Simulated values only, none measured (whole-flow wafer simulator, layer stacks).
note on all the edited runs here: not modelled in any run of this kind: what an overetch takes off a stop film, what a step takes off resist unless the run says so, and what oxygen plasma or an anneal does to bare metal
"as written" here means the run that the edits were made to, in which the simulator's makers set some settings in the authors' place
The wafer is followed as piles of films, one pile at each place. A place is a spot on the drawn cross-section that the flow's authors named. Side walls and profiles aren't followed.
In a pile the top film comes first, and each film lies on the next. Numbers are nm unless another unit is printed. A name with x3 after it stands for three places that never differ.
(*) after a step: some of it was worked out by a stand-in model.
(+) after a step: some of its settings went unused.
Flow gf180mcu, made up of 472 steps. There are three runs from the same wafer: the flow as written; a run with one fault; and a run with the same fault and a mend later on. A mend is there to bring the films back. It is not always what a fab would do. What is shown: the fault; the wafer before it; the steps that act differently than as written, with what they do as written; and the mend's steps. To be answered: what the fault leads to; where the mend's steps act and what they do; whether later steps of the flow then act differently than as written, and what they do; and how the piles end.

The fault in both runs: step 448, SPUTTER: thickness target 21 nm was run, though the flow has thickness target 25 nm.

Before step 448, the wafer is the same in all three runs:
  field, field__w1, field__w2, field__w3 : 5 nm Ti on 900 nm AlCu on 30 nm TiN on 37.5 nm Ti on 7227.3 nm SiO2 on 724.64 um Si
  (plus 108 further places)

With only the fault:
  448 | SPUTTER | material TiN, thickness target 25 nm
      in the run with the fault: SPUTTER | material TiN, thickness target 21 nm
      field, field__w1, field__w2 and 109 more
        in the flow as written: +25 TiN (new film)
        in the run with the fault: +21 TiN (new film)
  Later steps of the flow acting differently than as written (5 other steps are not shown; they differ only slightly, by no more than 2% or 0.5 nm, whichever is larger):
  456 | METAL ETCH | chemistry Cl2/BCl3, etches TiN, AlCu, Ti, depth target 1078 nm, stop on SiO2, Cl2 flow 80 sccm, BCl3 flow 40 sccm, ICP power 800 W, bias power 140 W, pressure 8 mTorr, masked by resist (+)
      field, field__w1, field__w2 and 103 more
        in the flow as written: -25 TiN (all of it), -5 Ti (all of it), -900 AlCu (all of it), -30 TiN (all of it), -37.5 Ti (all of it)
        in the run with the fault: -21 TiN (all of it), -5 Ti (all of it), -900 AlCu (all of it), -30 TiN (all of it), -37.5 Ti (all of it)
  By the end, the piles at field__w8, contact, m1, m1__w1, pad, m1_nw depart from the flow's by more than 2% or 0.5 nm, whichever is larger.
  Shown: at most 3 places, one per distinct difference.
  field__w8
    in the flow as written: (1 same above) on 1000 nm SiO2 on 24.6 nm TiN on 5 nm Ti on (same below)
    in the run with the fault: (1 same above) on 1000 nm SiO2 on 20.6 nm TiN on 5 nm Ti on (same below)
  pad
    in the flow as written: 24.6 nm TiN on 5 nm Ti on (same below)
    in the run with the fault: 20.6 nm TiN on 5 nm Ti on (same below)

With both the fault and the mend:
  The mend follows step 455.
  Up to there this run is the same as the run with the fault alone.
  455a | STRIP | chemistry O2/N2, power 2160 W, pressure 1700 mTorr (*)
      field__w8, contact, m1, m1__w1, pad, m1_nw
        -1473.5 resist (all of it)
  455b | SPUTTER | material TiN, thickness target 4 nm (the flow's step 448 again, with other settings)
      field, field__w1, field__w2 and 109 more
        +4 TiN
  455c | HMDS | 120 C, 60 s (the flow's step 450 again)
      alters no film at any place that is followed
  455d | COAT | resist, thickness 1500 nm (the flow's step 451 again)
      field, field__w1, field__w2 and 109 more
        +1500 resist (new film)
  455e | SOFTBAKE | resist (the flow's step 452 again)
      alters no film at any place that is followed
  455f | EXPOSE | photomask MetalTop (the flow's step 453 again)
      alters no film at any place that is followed
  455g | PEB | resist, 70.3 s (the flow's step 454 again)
      field, field__w1, field__w2 and 109 more
        -26.5 resist
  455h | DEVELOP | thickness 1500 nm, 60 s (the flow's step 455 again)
      field, field__w1, field__w2 and 103 more
        -1473.5 resist (all of it)
  Later steps of the flow that are run all act as written at every place that is followed.
  By the end, the piles equal the flow's at every place that both follow.
